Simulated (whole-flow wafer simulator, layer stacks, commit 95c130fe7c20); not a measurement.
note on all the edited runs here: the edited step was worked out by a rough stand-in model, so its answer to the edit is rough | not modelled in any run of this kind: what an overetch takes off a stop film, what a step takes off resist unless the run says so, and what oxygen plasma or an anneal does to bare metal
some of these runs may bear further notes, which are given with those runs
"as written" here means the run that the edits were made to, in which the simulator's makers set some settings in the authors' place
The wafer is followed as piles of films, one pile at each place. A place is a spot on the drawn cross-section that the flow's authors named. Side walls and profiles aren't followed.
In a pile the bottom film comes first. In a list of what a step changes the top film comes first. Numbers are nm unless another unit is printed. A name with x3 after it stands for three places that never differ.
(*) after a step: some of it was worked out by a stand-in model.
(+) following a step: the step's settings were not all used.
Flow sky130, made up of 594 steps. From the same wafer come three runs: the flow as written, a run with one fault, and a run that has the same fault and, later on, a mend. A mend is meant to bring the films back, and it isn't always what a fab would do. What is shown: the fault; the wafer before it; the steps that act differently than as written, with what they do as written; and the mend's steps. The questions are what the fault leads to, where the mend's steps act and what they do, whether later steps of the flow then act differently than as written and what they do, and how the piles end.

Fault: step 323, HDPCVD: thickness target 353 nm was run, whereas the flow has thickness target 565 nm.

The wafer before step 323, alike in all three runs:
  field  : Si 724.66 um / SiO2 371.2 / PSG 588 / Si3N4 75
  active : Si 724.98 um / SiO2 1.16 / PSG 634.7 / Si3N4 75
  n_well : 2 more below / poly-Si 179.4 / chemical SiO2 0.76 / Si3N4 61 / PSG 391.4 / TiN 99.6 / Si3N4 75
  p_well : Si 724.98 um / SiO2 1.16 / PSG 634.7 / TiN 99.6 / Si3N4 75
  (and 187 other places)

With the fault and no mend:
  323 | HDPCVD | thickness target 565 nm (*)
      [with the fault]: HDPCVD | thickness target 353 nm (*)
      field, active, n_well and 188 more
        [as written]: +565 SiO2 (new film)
        [with the fault]: +353 SiO2 (new film)
  Later steps of the flow acting differently than as written (22 more steps, not shown, differ only slightly: by at most 2% or 0.5 nm, whichever is larger):
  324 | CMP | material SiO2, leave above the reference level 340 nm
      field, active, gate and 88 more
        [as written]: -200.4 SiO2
        [with the fault]: nothing
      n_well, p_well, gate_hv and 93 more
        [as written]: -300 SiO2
        [with the fault]: -88 SiO2
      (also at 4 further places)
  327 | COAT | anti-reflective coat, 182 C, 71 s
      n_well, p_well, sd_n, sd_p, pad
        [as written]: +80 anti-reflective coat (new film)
        [with the fault]: +68.5 anti-reflective coat (new film)
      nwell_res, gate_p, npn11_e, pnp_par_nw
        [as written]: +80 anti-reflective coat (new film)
        [with the fault]: +76.3 anti-reflective coat (new film)
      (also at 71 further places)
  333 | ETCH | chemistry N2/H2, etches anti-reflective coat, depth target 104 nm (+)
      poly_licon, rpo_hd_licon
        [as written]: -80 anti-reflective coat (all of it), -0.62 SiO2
        [with the fault]: -70.8 anti-reflective coat (all of it), -0.85 SiO2
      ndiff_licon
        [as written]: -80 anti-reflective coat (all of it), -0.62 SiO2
        [with the fault]: -76.8 anti-reflective coat (all of it), -0.7 SiO2
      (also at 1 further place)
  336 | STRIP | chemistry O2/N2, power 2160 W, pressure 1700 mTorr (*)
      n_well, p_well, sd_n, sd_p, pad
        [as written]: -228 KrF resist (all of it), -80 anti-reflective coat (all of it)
        [with the fault]: -228.6 KrF resist (all of it), -68.5 anti-reflective coat (all of it)
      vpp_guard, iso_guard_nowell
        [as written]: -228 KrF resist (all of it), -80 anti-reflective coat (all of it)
        [with the fault]: -228.1 KrF resist (all of it), -85.5 anti-reflective coat (all of it)
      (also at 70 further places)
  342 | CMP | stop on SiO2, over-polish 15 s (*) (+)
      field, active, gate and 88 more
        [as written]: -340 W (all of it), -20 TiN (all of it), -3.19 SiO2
        [with the fault]: -340 W (all of it), -8.42 TiN
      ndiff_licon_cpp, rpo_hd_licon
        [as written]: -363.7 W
        [with the fault]: -351.6 W
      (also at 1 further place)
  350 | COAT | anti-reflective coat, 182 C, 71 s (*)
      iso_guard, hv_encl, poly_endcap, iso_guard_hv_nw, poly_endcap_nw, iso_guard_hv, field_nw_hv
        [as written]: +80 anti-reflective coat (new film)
        [with the fault]: +78.3 anti-reflective coat (new film)
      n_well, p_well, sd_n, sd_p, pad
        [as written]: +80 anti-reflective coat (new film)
        [with the fault]: +82.9 anti-reflective coat (new film)
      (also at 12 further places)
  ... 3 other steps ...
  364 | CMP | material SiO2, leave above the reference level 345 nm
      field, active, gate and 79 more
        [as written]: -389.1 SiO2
        [with the fault]: -378.6 SiO2
  At vpp_ln, vpp_iso1, ndiff_ln and 6 more, the piles at the end differ from the flow's by more than 2% or 0.5 nm, whichever is larger.
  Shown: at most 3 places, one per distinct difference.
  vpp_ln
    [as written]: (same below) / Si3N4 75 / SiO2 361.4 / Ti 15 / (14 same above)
    [with the fault]: (same below) / Si3N4 75 / SiO2 353 / TiN 11.6 / Ti 15 / (14 same above)
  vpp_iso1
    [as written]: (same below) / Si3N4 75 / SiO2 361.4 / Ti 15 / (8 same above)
    [with the fault]: (same below) / Si3N4 75 / SiO2 353 / TiN 11.6 / Ti 15 / (8 same above)
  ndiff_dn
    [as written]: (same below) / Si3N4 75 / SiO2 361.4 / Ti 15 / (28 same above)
    [with the fault]: (same below) / Si3N4 75 / SiO2 353 / TiN 11.6 / Ti 15 / (28 same above)

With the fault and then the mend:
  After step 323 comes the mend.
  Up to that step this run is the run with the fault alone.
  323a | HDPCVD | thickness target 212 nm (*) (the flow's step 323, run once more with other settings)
      field, active, n_well and 188 more
        +212 SiO2
  Later steps of the flow acting differently than as written (3 more steps, not shown, differ only slightly: by at most 2% or 0.5 nm, whichever is larger):
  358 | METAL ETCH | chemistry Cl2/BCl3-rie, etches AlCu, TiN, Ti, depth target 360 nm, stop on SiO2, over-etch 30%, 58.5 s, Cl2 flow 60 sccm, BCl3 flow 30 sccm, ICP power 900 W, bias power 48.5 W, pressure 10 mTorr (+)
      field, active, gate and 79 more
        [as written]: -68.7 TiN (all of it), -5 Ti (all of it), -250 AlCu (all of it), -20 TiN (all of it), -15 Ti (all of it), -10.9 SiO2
        [with the mend]: -68.7 TiN (all of it), -5 Ti (all of it), -250 AlCu (all of it), -20 TiN (all of it), -15 Ti (all of it), -11.6 SiO2
  The piles end the same as the flow's at every place that both follow.
